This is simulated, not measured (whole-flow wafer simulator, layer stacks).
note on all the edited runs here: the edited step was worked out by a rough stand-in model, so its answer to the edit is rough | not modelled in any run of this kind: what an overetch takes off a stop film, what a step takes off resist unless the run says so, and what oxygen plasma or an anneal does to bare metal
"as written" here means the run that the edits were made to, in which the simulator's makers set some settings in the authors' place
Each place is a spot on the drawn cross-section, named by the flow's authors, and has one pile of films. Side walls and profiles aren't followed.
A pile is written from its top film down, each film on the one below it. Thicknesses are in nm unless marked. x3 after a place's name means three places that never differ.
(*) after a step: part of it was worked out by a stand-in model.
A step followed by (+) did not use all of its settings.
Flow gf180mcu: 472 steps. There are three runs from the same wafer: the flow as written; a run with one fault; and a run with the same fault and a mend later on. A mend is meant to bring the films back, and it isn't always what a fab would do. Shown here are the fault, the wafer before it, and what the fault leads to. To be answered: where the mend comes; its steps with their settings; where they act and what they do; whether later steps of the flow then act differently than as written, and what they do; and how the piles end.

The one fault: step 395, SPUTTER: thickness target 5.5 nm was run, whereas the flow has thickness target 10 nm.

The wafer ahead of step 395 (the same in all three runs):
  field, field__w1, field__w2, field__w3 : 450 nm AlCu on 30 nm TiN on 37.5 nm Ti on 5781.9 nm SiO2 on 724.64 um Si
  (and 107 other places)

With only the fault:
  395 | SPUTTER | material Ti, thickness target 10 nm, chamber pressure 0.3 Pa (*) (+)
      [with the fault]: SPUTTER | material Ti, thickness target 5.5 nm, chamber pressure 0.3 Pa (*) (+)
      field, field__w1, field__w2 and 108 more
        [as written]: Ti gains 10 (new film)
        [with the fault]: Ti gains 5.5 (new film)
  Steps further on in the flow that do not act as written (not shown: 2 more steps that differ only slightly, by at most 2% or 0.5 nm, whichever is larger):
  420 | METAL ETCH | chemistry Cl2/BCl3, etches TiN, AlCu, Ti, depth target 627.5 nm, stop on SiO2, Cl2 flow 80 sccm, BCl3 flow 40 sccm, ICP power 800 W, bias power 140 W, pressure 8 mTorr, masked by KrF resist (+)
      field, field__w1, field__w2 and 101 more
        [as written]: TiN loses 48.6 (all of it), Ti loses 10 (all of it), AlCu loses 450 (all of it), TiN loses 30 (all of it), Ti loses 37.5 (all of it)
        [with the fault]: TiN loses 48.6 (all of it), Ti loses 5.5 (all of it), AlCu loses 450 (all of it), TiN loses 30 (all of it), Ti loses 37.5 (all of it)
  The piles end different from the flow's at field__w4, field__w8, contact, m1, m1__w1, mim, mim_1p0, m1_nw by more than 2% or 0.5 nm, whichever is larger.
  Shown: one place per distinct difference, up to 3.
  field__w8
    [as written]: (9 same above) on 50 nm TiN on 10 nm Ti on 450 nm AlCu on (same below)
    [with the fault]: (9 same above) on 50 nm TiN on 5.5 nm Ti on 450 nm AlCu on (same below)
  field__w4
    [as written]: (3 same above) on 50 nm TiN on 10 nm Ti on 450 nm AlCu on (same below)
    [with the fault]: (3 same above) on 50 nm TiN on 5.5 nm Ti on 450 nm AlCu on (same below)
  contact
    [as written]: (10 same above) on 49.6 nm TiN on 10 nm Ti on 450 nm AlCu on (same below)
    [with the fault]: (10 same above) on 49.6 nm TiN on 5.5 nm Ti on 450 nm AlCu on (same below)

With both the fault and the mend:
  The mend stands after step 395.
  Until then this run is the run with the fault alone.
  395a | SPUTTER | material Ti, thickness target 4.5 nm, chamber pressure 0.3 Pa (*) (+) (the flow's step 395 again, with other settings)
      field, field__w1, field__w2 and 108 more
        Ti gains 4.5
  Every later step of the flow that is run acts as written at every place that is followed.
  The piles end the same as the flow's at every place that both follow.
